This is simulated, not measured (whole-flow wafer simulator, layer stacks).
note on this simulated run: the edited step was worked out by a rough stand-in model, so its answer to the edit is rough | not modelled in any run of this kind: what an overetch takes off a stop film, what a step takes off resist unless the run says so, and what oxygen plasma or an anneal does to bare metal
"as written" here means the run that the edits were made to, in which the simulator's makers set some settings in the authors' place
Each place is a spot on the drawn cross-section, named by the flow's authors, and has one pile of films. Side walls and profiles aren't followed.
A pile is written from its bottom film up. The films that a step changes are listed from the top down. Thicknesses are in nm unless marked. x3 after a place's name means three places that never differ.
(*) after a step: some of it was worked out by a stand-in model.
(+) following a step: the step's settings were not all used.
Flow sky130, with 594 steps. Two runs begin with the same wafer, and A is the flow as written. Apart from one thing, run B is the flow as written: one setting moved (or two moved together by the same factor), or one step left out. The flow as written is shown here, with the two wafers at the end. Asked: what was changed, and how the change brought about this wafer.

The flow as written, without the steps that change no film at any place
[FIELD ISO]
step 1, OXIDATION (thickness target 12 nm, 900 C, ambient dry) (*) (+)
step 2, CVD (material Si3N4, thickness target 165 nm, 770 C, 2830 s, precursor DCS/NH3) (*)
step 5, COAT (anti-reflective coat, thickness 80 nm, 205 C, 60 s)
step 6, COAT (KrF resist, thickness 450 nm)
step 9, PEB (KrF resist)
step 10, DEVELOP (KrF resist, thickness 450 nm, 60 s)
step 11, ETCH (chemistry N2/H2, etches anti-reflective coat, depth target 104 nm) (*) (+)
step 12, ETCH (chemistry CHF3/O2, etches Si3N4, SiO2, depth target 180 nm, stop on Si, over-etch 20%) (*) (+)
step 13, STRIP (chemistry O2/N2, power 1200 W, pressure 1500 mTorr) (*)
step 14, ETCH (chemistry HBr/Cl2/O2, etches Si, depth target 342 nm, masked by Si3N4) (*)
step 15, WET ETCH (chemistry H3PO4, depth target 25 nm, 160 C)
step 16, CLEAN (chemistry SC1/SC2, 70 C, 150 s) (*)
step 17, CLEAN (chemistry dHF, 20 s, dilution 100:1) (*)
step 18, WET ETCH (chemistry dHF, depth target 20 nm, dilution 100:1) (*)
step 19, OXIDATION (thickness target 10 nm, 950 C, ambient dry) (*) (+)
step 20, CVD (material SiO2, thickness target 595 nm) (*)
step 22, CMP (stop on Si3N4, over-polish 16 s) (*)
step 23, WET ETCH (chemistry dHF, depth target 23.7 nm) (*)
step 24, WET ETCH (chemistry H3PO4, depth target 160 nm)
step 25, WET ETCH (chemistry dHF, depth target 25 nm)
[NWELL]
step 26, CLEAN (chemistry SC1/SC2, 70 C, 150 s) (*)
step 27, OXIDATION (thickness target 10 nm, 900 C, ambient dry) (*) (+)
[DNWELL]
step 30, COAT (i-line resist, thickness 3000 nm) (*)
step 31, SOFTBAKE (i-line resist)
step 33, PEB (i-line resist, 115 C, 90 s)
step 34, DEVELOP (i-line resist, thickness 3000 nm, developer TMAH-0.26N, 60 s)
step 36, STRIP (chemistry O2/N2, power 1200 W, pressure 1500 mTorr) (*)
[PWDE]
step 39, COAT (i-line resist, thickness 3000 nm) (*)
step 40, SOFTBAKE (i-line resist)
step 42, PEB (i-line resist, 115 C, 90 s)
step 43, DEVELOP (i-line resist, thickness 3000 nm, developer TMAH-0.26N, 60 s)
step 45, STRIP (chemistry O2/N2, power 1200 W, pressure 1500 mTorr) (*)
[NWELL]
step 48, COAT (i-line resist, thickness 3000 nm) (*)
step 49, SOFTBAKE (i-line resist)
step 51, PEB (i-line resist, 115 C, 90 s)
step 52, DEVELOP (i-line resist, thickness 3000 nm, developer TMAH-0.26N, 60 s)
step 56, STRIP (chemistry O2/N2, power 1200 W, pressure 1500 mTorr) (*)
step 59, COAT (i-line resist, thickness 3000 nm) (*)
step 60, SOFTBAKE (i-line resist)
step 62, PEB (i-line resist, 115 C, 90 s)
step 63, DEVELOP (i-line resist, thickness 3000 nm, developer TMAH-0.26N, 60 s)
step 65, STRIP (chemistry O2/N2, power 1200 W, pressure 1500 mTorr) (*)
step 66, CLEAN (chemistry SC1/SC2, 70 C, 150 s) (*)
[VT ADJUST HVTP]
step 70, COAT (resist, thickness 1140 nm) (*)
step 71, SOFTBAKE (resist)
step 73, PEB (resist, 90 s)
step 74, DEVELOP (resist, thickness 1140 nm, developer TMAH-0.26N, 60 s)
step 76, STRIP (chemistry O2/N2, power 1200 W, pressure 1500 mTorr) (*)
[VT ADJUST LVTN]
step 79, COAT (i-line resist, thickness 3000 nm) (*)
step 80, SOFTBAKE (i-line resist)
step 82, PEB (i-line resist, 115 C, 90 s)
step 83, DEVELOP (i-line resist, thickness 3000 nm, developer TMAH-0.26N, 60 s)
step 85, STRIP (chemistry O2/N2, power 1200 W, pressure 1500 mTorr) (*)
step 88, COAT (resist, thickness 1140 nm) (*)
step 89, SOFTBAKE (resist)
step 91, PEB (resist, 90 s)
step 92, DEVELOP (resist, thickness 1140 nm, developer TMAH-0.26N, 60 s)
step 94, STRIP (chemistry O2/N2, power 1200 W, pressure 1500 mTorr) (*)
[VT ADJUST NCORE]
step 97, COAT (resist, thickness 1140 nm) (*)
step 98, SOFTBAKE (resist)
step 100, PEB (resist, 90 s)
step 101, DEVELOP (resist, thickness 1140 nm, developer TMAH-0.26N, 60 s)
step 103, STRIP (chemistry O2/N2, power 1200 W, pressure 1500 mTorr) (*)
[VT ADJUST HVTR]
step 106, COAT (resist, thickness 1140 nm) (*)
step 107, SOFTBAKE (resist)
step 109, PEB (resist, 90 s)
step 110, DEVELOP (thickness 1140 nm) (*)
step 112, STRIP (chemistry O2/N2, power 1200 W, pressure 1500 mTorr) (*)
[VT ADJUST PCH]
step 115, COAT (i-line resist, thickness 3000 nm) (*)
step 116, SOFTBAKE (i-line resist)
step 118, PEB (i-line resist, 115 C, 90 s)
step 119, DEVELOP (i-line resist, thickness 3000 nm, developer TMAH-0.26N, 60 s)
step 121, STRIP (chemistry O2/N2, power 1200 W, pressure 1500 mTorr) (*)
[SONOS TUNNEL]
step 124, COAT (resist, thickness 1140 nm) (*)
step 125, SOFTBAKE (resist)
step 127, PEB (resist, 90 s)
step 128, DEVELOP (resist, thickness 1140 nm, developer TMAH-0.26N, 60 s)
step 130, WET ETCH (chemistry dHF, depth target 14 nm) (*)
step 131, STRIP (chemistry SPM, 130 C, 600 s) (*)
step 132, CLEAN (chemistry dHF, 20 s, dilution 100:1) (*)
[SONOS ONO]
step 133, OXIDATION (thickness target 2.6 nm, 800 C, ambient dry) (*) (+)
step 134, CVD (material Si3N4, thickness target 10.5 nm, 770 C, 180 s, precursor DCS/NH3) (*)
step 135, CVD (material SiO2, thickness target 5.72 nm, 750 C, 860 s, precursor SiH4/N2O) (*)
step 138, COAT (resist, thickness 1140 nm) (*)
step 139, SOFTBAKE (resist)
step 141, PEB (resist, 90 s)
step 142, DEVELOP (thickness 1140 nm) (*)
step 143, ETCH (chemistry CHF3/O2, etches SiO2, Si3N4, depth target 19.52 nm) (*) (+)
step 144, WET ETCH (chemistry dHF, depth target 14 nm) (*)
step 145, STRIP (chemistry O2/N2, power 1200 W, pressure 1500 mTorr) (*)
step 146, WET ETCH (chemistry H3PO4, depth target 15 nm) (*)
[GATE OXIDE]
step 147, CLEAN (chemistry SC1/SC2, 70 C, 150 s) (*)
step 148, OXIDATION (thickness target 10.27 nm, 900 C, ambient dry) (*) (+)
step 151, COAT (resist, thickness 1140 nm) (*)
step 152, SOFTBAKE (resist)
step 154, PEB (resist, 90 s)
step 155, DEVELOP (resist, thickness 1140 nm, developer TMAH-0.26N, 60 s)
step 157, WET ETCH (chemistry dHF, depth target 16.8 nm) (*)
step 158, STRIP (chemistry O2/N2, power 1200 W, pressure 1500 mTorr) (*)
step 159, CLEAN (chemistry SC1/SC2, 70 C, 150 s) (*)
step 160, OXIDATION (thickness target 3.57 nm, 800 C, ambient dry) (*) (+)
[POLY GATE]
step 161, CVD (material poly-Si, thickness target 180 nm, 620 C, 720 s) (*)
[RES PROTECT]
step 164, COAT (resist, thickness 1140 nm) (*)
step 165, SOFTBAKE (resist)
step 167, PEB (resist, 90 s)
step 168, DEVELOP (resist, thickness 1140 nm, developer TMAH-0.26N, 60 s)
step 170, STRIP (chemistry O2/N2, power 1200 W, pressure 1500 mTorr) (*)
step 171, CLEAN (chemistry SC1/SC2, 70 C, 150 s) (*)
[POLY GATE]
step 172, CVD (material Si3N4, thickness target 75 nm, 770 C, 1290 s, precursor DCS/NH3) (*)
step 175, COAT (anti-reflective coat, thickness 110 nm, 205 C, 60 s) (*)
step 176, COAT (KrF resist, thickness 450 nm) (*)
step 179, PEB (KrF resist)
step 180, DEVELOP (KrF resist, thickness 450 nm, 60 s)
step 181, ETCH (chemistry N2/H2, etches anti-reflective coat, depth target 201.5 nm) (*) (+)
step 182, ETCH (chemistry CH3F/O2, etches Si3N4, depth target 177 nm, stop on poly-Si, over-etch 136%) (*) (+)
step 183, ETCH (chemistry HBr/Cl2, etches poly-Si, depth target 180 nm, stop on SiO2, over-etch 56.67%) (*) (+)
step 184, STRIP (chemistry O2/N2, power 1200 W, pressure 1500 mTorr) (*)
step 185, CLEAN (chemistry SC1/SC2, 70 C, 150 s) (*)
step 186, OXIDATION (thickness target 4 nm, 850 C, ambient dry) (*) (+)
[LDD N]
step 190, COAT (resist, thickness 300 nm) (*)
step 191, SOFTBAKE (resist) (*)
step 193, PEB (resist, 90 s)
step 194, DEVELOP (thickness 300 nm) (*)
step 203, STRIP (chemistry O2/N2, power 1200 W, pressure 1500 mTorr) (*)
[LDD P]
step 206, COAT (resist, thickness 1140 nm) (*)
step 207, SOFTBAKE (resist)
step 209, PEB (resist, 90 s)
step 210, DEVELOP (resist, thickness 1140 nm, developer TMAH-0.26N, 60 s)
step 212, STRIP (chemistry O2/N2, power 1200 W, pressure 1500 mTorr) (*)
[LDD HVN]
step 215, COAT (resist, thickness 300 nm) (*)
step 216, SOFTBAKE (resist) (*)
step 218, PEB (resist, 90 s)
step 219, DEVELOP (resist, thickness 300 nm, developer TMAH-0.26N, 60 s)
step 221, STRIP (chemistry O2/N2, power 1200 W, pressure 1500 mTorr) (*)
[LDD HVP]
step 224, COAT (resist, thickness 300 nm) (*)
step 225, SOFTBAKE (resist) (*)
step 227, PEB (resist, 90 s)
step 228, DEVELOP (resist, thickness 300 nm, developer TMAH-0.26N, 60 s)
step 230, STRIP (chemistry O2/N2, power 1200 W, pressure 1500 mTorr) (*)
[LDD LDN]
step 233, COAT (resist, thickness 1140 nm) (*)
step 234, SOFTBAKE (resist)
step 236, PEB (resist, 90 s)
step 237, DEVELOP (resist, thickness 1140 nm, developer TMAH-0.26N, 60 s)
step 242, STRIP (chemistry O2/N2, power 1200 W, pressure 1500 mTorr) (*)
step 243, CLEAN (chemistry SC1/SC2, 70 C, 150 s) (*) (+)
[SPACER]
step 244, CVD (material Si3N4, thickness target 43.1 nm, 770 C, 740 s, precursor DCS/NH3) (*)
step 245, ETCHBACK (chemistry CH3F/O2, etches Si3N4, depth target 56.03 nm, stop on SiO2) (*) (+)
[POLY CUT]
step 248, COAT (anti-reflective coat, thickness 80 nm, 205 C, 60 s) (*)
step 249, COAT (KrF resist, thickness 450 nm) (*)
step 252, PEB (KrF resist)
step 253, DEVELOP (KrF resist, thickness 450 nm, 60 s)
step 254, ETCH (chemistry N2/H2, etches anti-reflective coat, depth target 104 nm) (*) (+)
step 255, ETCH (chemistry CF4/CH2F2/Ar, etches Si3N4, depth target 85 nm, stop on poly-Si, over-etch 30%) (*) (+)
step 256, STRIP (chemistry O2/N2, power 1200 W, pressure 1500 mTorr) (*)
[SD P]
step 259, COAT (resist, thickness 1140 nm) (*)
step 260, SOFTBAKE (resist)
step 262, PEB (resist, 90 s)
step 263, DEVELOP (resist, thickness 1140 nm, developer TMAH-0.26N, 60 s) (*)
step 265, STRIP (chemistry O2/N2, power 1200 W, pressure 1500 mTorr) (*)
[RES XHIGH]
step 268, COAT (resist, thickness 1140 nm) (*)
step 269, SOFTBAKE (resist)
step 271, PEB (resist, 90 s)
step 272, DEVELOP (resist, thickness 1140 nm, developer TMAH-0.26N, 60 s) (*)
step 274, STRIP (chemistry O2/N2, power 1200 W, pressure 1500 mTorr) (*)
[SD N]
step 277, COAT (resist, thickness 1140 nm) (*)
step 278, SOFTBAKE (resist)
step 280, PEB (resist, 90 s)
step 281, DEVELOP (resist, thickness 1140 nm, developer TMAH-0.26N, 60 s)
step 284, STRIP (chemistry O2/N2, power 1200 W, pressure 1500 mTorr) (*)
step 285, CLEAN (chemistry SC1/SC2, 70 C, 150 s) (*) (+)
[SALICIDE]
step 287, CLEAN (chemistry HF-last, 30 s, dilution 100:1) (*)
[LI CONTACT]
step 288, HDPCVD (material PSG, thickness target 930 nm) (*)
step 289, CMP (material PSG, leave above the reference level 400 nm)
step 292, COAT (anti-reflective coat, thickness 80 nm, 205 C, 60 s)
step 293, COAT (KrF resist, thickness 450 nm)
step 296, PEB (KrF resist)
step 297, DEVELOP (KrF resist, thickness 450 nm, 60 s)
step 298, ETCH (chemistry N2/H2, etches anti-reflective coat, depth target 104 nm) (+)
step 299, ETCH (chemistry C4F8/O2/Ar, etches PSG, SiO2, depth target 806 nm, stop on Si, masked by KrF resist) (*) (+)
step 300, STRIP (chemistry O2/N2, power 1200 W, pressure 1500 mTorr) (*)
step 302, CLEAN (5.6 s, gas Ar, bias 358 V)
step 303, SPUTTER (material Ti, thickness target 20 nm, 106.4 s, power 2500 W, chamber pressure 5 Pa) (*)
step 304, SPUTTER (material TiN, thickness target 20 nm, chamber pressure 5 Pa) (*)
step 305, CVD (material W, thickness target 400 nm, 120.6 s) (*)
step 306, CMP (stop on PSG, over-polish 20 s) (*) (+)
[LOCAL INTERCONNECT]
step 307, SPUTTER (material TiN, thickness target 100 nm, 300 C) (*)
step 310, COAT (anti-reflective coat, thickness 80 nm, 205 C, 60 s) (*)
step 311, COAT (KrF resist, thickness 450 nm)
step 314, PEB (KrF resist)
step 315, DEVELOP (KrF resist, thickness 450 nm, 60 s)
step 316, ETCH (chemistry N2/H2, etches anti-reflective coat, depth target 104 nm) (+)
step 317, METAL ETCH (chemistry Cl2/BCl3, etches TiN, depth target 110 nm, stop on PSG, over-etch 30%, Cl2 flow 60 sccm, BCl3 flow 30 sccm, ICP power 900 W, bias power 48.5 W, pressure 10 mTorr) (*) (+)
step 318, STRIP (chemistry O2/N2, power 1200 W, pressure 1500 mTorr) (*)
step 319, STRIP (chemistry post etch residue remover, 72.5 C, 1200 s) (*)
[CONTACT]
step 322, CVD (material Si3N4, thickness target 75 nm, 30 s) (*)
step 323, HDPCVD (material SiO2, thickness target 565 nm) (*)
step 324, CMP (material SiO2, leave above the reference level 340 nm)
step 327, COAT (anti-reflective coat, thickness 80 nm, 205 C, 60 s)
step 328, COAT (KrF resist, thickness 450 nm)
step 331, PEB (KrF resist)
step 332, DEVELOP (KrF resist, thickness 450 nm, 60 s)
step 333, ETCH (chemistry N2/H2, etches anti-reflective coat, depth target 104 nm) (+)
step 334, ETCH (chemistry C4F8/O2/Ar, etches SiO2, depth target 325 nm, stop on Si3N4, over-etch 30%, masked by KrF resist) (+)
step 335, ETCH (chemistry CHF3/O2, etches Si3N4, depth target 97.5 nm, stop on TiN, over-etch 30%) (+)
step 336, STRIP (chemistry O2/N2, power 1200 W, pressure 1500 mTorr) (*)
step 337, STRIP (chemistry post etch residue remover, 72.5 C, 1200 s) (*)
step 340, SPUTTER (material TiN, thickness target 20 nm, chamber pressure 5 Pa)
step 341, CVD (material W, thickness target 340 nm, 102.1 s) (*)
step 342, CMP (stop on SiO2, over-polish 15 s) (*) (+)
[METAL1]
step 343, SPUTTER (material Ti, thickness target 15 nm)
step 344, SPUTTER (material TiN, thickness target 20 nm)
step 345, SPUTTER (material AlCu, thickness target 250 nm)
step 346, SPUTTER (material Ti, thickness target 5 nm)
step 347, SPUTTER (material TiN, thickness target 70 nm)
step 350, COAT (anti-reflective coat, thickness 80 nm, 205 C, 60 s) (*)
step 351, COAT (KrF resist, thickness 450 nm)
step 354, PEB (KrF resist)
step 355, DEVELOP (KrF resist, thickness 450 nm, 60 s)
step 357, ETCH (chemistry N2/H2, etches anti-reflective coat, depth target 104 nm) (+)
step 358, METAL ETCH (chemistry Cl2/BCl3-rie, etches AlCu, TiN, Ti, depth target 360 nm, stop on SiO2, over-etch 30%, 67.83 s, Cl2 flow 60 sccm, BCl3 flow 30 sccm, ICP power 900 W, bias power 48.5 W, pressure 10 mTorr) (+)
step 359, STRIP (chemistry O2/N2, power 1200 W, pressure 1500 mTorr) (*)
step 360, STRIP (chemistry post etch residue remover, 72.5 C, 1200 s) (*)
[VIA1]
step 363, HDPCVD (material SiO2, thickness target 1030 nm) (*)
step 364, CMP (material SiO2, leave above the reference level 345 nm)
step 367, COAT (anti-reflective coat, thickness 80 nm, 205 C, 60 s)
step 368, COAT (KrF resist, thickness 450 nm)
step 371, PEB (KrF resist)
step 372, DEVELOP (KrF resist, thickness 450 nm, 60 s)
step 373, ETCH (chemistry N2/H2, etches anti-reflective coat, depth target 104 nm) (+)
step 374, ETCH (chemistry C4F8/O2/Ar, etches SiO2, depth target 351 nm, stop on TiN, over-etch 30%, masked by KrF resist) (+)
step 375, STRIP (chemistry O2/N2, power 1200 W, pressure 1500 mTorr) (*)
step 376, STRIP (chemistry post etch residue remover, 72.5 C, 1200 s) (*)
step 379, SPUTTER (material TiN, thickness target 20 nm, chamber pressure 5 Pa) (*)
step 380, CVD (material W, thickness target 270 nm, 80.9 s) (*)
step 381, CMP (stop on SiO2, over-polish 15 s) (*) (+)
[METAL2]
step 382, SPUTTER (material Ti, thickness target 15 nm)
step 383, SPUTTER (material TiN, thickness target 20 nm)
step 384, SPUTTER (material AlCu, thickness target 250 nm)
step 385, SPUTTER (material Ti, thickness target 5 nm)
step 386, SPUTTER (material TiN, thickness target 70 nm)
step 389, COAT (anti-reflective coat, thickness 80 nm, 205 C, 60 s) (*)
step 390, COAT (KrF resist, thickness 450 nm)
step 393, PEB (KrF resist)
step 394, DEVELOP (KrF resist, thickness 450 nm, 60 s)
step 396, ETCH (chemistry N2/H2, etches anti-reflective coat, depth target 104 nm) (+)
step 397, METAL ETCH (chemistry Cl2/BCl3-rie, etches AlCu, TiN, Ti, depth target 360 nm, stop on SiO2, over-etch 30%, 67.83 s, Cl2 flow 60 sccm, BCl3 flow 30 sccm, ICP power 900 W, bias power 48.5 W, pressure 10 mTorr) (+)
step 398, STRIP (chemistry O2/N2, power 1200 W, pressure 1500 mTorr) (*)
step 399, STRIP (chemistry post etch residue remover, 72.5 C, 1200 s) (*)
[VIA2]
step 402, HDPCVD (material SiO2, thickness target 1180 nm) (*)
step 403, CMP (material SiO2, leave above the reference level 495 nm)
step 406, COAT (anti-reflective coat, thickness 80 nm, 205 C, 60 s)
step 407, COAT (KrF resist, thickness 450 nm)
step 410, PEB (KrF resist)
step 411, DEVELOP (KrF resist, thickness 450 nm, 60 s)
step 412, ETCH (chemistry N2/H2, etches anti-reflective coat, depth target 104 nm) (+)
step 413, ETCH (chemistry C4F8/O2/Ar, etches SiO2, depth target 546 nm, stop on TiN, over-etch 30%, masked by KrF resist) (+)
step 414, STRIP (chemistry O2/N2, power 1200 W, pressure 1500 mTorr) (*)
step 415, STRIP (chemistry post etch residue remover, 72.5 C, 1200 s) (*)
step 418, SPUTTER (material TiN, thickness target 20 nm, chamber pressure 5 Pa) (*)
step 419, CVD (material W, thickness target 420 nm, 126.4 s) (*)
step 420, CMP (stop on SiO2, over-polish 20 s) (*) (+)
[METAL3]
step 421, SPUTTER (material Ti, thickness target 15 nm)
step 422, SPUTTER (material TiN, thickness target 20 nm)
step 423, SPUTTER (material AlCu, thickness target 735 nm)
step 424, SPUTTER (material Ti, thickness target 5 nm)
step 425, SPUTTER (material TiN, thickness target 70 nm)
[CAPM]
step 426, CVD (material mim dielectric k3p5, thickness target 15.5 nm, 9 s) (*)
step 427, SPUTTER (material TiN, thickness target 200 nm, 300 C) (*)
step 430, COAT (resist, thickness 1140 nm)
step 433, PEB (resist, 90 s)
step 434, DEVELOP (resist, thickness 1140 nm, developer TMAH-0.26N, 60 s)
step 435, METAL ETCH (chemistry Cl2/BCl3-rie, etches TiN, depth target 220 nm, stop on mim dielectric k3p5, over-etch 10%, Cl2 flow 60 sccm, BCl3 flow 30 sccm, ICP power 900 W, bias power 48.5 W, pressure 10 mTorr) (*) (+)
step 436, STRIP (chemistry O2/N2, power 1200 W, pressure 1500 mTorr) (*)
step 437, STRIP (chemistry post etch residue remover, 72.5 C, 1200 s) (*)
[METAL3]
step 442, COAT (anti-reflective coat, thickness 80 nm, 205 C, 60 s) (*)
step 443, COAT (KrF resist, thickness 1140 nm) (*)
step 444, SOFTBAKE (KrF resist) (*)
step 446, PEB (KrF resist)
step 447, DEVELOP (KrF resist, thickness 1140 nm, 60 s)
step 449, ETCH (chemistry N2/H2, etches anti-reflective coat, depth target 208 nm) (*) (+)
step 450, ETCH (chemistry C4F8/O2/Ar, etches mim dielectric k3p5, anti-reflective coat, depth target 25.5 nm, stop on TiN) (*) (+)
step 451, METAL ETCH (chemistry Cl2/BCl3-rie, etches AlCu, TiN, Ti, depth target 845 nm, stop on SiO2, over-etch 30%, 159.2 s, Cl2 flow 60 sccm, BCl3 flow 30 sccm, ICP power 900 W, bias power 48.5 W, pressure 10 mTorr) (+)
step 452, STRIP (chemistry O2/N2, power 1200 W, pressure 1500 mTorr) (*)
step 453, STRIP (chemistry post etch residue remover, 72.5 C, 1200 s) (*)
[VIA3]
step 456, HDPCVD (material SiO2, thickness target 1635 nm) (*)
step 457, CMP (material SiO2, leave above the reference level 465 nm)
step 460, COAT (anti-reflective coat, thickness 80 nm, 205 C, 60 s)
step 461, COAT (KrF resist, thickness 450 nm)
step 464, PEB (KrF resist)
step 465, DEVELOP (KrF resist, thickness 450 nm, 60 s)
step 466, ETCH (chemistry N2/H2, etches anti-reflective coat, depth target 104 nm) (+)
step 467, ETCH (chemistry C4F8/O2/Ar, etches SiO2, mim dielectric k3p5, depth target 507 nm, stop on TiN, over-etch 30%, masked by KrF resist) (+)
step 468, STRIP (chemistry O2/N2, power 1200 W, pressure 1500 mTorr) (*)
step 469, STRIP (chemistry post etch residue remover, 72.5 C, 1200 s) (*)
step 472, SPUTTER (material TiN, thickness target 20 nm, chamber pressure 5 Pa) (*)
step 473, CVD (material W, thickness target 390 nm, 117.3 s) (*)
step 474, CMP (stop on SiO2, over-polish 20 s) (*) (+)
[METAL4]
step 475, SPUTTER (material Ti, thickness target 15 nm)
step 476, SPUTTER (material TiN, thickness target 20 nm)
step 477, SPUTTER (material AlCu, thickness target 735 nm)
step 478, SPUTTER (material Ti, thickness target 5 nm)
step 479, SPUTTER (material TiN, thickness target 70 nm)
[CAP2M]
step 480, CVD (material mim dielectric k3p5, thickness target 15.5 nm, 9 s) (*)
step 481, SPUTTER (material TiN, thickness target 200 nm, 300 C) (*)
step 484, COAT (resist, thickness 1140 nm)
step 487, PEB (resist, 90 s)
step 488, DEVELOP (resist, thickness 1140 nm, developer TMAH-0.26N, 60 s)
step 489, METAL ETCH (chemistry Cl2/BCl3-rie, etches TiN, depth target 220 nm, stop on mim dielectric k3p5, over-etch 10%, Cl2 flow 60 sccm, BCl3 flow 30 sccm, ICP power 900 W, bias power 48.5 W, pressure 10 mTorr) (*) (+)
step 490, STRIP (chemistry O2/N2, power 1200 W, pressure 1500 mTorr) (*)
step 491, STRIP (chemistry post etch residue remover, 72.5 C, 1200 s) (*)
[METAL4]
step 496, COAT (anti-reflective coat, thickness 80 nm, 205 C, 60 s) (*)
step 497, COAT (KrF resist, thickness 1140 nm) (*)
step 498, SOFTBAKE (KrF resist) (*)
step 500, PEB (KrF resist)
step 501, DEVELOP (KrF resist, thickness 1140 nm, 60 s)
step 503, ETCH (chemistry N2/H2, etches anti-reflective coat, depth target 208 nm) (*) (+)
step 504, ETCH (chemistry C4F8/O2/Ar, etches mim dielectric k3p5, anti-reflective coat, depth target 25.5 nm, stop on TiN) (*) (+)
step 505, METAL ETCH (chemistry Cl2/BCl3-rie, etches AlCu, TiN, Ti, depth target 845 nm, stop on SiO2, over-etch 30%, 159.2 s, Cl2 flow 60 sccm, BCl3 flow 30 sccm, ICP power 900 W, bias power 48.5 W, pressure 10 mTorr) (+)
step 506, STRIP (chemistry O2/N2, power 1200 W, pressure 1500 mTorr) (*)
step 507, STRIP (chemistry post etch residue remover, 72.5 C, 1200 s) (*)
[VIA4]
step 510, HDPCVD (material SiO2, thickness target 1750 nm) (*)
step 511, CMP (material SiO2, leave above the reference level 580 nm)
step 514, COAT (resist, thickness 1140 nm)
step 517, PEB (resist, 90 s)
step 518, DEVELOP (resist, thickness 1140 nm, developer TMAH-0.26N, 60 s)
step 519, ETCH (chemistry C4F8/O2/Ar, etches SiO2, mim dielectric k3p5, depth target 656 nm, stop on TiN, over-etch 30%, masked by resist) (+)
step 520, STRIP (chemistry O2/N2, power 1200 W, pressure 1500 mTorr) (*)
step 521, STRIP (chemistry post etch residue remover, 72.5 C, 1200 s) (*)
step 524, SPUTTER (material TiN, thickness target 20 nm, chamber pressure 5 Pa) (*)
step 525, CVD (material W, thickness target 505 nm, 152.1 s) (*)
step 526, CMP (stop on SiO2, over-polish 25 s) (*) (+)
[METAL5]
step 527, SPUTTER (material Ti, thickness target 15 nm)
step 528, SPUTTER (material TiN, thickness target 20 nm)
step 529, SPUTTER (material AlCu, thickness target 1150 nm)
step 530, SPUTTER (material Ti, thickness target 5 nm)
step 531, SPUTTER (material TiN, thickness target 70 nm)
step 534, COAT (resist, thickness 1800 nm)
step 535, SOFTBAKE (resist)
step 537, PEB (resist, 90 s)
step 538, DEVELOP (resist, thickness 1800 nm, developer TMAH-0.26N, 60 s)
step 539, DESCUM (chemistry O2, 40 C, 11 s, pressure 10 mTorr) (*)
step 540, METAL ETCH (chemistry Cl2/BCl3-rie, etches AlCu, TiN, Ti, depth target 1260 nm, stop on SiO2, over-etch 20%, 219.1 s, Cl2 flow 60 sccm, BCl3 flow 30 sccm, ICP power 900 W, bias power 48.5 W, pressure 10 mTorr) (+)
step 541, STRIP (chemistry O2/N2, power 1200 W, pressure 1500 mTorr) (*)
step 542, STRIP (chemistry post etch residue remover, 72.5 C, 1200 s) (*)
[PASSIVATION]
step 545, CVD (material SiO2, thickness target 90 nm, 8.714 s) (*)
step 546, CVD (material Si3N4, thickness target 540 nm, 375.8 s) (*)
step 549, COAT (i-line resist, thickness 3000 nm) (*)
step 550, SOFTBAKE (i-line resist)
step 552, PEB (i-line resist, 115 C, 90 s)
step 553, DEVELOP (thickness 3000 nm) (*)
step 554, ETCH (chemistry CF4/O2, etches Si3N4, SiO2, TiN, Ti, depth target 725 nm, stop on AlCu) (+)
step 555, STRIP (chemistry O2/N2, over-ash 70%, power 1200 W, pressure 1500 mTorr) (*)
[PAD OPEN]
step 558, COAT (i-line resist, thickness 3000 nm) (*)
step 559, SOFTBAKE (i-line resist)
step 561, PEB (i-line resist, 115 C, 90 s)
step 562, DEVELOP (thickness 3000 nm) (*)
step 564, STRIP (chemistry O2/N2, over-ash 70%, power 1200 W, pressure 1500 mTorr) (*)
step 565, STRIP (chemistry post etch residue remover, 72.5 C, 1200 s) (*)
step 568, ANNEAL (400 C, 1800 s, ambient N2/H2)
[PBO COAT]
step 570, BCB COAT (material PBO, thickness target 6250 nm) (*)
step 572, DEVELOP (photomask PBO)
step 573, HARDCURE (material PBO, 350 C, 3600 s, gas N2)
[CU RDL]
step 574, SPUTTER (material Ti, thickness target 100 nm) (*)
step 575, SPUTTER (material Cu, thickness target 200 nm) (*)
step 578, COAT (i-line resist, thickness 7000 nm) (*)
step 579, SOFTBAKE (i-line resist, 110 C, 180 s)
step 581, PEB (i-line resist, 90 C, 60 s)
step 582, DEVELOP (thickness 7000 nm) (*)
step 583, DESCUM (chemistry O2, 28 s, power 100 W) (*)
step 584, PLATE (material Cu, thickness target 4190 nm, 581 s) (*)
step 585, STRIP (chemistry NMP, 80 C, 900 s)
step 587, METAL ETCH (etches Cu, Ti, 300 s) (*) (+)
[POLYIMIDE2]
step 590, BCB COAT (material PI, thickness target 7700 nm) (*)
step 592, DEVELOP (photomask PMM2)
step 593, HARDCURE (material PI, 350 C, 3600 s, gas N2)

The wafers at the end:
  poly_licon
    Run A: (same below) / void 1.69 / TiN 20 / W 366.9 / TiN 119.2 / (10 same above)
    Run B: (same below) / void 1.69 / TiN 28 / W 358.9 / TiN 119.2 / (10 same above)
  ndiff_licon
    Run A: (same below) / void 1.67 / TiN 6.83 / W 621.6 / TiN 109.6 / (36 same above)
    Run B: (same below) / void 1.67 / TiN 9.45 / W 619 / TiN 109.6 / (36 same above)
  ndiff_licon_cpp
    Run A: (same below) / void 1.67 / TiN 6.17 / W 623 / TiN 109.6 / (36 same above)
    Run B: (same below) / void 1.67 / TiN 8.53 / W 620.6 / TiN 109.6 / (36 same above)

The reason: step 304, SPUTTER: thickness target 28 nm was run, while the flow as written has thickness target 20 nm.
The wafer itself shows it: poly_licon has TiN 28, and step 304 as written asks for 20 nm.

How this came from the change, step by step:
  step 304, SPUTTER (material TiN, thickness target 20 nm, chamber pressure 5 Pa) (*)
      field, active, n_well and 185 more: A TiN gains 20 (new film) | B TiN gains 28 (new film)
      ndiff_licon: A TiN gains 6.83 (new film) | B TiN gains 9.45 (new film)
      (also at 2 further places)
  step 306, CMP (stop on PSG, over-polish 20 s) (*) (+)
      field, active, n_well and 184 more: A W loses 400 (all of it), TiN loses 20 (all of it), Ti loses 20 (all of it), PSG loses 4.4 | B W loses 400 (all of it), TiN loses 28 (all of it), Ti loses 20 (all of it), PSG loses 4.4
      poly_licon: A W loses 33.1 | B W loses 41.1
